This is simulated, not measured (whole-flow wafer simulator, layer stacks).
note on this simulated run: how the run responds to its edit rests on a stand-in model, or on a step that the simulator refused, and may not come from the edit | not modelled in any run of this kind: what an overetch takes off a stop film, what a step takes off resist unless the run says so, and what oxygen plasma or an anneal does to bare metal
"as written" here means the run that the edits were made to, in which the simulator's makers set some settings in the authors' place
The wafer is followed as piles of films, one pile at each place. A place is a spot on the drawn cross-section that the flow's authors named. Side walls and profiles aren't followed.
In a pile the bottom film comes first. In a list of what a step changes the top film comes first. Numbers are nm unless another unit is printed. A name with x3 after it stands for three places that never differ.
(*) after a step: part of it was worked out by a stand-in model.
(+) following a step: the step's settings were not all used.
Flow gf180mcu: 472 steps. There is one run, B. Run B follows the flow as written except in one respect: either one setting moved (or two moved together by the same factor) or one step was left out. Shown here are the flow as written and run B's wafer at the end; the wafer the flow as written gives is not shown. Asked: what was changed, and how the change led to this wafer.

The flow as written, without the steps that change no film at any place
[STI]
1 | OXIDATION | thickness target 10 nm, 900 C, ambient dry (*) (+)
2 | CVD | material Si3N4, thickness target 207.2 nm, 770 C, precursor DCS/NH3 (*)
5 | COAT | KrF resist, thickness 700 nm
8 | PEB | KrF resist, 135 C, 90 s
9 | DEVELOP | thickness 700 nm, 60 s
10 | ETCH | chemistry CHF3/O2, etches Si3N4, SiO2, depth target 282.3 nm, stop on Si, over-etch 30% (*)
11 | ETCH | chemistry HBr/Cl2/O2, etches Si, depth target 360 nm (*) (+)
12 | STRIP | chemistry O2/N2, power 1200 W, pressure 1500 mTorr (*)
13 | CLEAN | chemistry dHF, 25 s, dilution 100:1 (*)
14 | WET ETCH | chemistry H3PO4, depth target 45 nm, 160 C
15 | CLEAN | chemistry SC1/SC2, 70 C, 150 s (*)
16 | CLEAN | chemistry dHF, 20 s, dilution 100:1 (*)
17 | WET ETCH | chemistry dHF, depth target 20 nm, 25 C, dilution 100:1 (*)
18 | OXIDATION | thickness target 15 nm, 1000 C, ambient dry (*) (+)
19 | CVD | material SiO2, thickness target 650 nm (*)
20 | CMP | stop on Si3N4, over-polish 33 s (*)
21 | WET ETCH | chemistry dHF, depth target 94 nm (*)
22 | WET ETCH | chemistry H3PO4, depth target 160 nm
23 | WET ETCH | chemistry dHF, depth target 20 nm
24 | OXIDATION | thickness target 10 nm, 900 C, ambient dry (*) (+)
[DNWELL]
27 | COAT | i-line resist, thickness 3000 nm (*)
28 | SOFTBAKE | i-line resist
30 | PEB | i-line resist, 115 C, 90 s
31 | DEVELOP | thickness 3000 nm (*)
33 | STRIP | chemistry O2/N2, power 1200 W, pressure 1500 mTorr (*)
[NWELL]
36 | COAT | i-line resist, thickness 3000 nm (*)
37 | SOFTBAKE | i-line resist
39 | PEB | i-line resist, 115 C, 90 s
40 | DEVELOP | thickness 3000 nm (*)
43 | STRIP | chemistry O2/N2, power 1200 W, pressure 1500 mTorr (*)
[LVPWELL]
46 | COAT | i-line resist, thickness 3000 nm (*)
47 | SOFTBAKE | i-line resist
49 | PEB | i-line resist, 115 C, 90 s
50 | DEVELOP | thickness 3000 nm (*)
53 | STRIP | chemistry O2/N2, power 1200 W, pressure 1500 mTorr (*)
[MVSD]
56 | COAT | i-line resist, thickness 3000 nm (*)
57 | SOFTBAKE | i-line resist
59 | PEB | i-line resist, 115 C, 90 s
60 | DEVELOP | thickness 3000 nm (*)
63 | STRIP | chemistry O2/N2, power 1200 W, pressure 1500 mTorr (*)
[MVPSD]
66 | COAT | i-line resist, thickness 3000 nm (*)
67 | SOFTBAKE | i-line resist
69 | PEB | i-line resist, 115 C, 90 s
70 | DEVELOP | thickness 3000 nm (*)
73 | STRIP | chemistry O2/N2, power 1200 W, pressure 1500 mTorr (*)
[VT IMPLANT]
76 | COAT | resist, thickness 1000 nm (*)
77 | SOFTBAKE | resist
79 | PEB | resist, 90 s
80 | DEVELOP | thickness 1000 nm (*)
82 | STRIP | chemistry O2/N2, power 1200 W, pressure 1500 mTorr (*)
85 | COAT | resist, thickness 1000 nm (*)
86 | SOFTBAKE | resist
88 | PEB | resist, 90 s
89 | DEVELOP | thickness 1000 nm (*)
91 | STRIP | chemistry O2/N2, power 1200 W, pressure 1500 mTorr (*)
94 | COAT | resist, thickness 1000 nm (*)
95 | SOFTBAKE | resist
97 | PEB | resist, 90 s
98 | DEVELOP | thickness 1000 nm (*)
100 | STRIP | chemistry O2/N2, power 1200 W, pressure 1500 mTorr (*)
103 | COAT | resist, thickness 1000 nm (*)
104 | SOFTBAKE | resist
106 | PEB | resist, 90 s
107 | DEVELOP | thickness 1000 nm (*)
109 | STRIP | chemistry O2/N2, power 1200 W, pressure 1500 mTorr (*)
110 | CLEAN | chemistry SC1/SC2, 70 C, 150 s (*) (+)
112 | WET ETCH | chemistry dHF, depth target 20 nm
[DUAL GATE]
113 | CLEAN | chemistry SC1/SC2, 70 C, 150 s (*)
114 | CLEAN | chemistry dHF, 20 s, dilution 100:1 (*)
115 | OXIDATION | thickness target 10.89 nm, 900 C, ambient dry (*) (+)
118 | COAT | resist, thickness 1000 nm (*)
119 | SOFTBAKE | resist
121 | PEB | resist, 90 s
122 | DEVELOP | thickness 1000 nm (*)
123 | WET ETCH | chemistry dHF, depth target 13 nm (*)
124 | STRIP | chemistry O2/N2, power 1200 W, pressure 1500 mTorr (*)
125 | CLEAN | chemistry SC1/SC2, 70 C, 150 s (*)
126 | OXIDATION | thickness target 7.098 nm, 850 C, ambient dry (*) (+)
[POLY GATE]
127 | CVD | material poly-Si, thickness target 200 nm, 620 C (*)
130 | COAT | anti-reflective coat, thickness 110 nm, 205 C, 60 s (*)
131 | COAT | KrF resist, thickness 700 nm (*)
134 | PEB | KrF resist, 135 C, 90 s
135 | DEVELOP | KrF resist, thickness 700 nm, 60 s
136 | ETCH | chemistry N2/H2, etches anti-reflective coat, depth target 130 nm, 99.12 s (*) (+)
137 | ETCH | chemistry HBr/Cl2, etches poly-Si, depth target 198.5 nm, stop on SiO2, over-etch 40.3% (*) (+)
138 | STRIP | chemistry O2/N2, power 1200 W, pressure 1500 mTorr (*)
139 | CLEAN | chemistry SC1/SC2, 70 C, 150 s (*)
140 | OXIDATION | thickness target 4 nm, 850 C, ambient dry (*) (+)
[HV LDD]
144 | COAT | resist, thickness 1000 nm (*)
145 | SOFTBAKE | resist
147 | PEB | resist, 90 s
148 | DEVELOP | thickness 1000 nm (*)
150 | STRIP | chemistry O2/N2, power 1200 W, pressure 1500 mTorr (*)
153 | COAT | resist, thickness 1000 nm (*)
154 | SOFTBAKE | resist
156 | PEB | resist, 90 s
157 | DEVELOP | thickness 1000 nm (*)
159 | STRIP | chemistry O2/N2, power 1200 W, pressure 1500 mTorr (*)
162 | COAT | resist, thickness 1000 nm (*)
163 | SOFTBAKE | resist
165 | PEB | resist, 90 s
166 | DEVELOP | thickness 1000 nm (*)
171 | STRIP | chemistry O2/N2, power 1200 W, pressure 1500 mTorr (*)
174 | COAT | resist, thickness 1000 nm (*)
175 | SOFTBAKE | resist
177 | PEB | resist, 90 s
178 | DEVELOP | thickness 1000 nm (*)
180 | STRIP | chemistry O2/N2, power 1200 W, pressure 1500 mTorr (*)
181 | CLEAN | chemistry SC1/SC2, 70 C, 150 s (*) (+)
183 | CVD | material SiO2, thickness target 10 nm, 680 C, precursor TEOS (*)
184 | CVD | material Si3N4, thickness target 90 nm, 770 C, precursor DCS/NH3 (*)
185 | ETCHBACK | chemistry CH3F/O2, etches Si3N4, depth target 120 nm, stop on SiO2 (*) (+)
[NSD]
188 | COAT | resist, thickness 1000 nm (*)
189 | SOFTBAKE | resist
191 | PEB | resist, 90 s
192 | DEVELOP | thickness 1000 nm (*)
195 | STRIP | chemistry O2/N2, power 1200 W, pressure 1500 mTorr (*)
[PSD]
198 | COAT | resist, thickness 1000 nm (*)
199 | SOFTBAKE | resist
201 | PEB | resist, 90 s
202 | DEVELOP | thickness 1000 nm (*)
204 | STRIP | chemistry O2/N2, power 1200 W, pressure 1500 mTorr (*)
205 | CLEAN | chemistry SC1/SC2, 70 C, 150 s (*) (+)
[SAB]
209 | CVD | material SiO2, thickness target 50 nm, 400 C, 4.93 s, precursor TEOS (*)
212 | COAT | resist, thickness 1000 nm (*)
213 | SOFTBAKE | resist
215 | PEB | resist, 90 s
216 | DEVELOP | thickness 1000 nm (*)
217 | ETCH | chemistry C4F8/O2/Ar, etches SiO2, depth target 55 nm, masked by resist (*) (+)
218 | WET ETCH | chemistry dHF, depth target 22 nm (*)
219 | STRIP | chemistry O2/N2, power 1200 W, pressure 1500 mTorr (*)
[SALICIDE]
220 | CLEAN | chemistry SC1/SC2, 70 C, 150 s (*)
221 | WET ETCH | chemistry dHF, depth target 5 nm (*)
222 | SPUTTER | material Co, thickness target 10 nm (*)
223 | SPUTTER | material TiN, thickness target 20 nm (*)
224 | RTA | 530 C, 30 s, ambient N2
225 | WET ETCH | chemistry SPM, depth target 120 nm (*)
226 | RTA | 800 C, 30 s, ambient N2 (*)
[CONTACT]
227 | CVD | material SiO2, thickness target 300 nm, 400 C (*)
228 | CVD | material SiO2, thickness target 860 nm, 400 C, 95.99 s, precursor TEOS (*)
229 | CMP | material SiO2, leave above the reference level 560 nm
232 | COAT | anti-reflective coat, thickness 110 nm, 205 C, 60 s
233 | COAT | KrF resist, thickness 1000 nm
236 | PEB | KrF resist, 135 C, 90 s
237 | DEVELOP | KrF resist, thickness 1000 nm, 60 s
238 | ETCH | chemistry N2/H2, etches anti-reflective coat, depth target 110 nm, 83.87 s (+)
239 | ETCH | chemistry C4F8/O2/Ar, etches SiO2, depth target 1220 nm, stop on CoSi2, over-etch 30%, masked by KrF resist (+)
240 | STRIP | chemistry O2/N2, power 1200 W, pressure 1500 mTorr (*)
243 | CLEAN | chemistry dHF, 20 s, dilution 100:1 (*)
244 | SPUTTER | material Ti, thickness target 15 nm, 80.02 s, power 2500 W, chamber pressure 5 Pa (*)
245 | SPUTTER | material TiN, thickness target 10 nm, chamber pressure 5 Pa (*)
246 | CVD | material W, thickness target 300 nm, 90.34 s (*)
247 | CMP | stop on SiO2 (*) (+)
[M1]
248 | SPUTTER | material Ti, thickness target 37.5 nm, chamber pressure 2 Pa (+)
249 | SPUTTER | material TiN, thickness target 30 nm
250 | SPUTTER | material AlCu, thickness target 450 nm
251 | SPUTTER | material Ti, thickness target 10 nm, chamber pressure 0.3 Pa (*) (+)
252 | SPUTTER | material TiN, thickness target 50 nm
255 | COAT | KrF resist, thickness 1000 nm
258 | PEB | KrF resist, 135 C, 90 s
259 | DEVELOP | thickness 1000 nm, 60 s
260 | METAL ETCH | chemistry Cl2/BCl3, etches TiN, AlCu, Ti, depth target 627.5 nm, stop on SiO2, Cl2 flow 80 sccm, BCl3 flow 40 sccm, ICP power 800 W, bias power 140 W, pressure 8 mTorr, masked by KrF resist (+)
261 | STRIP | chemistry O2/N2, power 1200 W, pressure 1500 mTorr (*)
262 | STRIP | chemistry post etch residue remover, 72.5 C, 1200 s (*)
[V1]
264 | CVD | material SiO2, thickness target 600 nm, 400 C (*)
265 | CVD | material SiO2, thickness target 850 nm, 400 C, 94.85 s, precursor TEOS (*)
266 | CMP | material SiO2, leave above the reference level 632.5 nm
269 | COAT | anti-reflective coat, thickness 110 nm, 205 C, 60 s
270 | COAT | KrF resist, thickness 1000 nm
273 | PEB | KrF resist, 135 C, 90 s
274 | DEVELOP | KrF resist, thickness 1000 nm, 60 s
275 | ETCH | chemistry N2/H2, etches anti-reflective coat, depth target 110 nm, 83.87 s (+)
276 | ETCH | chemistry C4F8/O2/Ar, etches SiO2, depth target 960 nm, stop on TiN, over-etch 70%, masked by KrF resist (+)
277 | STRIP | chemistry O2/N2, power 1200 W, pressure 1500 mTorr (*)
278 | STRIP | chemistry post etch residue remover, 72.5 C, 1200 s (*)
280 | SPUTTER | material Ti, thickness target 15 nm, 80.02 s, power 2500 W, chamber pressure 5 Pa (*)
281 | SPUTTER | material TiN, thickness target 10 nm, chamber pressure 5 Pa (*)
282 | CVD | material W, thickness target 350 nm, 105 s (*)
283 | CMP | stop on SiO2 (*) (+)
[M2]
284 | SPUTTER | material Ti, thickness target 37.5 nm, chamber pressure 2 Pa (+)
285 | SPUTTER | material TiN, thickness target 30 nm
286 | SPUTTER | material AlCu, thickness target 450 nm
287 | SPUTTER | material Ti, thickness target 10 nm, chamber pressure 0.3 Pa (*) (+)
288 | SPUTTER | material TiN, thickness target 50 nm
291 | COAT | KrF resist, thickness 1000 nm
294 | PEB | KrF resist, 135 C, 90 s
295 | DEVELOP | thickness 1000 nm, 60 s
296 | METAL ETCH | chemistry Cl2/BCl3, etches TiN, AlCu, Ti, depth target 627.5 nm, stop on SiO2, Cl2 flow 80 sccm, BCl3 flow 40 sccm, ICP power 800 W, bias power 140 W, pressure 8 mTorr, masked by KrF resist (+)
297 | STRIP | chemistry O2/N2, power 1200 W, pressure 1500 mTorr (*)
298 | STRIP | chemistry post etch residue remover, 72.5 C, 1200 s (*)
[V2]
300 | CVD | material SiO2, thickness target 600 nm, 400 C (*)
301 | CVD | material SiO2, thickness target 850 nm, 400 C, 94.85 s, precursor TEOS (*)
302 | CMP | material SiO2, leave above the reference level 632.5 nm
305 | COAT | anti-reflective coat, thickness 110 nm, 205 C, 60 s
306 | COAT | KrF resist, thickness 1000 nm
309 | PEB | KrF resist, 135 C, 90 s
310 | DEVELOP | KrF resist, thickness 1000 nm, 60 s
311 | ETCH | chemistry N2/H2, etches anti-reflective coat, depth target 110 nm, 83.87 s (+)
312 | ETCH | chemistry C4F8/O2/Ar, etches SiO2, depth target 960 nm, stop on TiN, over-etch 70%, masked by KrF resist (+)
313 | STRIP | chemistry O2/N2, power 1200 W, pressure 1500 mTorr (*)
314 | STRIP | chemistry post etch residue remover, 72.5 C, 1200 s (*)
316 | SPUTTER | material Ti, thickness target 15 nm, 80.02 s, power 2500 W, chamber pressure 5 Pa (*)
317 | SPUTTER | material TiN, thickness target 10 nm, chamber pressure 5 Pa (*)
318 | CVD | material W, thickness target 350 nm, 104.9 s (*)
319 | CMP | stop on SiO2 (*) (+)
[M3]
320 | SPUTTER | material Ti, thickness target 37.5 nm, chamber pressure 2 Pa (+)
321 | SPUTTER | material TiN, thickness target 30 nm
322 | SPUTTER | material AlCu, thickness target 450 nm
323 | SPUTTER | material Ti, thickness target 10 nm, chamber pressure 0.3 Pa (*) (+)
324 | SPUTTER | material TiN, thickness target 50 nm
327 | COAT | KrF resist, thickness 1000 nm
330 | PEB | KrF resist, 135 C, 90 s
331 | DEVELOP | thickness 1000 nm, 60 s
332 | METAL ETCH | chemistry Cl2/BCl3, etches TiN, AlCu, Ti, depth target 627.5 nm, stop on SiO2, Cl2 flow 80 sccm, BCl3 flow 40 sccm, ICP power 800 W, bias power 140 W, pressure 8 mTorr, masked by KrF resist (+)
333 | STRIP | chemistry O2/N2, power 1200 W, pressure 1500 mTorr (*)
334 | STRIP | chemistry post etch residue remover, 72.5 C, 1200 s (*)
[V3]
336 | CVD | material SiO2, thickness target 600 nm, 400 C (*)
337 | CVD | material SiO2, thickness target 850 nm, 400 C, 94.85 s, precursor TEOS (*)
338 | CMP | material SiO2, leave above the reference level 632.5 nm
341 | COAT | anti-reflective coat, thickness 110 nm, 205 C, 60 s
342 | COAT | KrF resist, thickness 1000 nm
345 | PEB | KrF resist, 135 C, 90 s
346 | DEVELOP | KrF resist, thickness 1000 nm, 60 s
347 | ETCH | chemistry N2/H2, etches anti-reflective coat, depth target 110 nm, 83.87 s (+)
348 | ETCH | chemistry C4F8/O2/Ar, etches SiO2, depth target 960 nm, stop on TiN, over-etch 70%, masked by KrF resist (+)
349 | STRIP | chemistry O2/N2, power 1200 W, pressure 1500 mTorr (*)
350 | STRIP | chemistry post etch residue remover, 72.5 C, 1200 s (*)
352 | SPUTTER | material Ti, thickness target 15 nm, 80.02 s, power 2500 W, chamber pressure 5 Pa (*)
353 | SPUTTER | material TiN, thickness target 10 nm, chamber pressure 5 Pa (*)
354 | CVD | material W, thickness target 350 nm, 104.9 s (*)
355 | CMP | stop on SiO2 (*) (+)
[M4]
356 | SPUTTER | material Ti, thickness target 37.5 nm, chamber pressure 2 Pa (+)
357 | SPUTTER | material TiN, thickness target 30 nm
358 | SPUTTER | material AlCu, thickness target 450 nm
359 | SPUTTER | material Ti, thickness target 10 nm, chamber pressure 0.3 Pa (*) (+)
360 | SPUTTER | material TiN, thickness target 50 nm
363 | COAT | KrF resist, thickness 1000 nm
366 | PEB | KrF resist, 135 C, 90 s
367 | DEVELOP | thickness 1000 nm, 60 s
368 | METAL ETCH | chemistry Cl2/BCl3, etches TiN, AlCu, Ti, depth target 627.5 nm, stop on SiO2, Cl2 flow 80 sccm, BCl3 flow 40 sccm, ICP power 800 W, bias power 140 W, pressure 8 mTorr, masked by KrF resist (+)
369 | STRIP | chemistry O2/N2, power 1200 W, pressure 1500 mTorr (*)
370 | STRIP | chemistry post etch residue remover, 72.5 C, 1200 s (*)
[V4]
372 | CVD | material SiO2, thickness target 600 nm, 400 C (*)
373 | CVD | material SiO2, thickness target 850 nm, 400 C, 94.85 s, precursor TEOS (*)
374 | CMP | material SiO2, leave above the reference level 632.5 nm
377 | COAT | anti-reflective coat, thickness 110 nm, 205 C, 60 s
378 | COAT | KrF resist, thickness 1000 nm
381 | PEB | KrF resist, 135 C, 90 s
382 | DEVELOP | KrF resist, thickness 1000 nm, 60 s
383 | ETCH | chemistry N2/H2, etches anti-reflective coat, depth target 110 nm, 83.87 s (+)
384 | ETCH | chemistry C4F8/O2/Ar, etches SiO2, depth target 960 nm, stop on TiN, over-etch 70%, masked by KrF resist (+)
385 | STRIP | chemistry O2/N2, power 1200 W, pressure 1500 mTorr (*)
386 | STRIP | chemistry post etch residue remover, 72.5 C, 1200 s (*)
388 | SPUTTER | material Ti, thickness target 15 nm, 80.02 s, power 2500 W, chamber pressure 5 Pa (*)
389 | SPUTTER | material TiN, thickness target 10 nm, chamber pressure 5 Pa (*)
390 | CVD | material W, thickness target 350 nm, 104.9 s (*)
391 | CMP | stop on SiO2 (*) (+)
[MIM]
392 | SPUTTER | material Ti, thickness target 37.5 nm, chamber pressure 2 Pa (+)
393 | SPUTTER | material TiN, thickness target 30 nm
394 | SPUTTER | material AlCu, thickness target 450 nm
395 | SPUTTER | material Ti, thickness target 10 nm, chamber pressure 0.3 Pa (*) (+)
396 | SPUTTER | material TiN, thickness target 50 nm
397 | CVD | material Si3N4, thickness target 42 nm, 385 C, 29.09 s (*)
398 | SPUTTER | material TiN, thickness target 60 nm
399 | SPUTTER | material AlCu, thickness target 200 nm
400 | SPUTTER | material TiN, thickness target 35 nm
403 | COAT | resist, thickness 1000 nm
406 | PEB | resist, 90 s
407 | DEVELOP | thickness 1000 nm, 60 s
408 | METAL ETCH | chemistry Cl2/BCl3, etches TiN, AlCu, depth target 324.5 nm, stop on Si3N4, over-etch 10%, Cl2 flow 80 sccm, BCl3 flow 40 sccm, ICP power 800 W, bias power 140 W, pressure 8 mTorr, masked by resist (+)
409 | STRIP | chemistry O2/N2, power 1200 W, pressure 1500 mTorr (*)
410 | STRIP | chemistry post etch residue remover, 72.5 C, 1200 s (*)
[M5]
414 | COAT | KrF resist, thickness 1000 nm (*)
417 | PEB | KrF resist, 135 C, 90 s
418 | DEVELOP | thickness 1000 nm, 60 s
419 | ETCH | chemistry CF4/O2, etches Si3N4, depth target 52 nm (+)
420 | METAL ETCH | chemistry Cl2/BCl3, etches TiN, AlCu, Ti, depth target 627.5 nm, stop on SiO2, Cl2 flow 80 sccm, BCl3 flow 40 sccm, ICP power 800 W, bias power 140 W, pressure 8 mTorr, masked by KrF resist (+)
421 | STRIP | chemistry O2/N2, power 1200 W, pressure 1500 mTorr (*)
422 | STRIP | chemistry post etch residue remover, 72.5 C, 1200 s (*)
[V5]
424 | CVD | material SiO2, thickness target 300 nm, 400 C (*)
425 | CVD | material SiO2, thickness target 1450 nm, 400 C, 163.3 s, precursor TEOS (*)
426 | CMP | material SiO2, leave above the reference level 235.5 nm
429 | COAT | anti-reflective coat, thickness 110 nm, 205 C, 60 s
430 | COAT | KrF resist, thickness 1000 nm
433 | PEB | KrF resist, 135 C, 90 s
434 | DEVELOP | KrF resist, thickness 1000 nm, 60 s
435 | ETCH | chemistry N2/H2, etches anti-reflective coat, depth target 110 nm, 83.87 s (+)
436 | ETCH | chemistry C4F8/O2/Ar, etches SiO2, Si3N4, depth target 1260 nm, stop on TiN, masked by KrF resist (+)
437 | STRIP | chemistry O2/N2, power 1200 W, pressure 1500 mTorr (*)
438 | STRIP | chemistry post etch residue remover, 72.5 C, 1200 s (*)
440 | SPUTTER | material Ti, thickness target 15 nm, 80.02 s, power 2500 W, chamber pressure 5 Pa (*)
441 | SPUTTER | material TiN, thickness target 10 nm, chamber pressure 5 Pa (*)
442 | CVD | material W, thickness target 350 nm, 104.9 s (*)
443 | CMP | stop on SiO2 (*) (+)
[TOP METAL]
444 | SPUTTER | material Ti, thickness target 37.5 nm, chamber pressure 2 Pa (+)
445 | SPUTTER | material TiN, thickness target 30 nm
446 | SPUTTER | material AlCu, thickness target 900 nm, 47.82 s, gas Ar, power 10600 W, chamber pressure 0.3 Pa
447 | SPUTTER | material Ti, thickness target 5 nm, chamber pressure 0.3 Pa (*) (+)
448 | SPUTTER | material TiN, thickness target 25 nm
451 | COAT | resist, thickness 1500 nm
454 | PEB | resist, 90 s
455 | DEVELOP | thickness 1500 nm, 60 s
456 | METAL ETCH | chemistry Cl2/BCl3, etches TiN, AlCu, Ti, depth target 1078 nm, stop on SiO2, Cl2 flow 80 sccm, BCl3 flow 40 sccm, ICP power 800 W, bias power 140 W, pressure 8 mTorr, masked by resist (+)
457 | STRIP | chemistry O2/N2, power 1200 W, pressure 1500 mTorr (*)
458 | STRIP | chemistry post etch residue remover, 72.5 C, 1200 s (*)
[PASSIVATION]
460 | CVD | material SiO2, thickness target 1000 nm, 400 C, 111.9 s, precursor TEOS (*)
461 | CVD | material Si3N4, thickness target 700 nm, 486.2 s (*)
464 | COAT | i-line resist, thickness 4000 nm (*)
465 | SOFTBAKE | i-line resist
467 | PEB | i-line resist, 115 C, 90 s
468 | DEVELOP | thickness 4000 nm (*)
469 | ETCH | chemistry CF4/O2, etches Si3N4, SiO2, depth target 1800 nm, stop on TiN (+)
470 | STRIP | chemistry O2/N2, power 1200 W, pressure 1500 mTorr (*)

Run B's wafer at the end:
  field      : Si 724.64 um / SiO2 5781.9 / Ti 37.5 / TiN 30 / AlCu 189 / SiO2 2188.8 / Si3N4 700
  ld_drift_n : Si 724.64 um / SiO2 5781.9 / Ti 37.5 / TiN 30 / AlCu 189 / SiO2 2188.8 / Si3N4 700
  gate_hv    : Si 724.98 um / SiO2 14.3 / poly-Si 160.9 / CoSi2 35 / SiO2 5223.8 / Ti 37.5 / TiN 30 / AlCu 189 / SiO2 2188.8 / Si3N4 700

What caused this: step 420, METAL ETCH: depth target 313.8 nm was run, while the flow as written has depth target 627.5 nm.

Step by step, how the change led to this:
  420 | METAL ETCH | chemistry Cl2/BCl3, etches TiN, AlCu, Ti, depth target 627.5 nm, stop on SiO2, Cl2 flow 80 sccm, BCl3 flow 40 sccm, ICP power 800 W, bias power 140 W, pressure 8 mTorr, masked by KrF resist (+)
      field, field__w1, field__w2 and 101 more: -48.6 TiN (all of it), -10 Ti (all of it), -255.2 AlCu (it would be, as written: -48.6 TiN (all of it), -10 Ti (all of it), -450 AlCu (all of it), -30 TiN (all of it), -37.5 Ti (all of it))
      field__w4, field__w8, contact, m1, m1__w1, mim, mim_1p0, m1_nw: -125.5 KrF resist (it would be, as written: -251 KrF resist)
  421 | STRIP | chemistry O2/N2, power 1200 W, pressure 1500 mTorr (*)
      field__w8, m1__w1: -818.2 KrF resist (all of it) (it would be, as written: -692.7 KrF resist (all of it))
      contact, m1: -818.6 KrF resist (all of it) (it would be, as written: -693.2 KrF resist (all of it))
      (and at 4 other places as well)
  422 | STRIP | chemistry post etch residue remover, 72.5 C, 1200 s (*)
      field, field__w1, field__w2 and 101 more: -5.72 AlCu (it would be, as written: nothing)
  424 | CVD | material SiO2, thickness target 300 nm, 400 C (*)
      field, field__w1, field__w2 and 101 more: +300 SiO2 (new film) (it would be, as written: +300 SiO2)
  426 | CMP | material SiO2, leave above the reference level 235.5 nm
      field, field__w1, field__w5 and 92 more: -557.4 SiO2 (it would be, as written: -300.8 SiO2)
      field__w2, field__w3, field__w12 and 6 more: -540.9 SiO2 (it would be, as written: -272.7 SiO2)
If metal films that touch count as one body, field has 1 body; the flow as written gives 0 bodies.
If metal films that touch count as one body, ld_drift_n has 1 body; the flow as written gives 0 bodies.
If metal films that touch count as one body, gate_hv has 2 bodies (between them, from the top down: SiO2 5223.8); the flow as written gives 1 body.
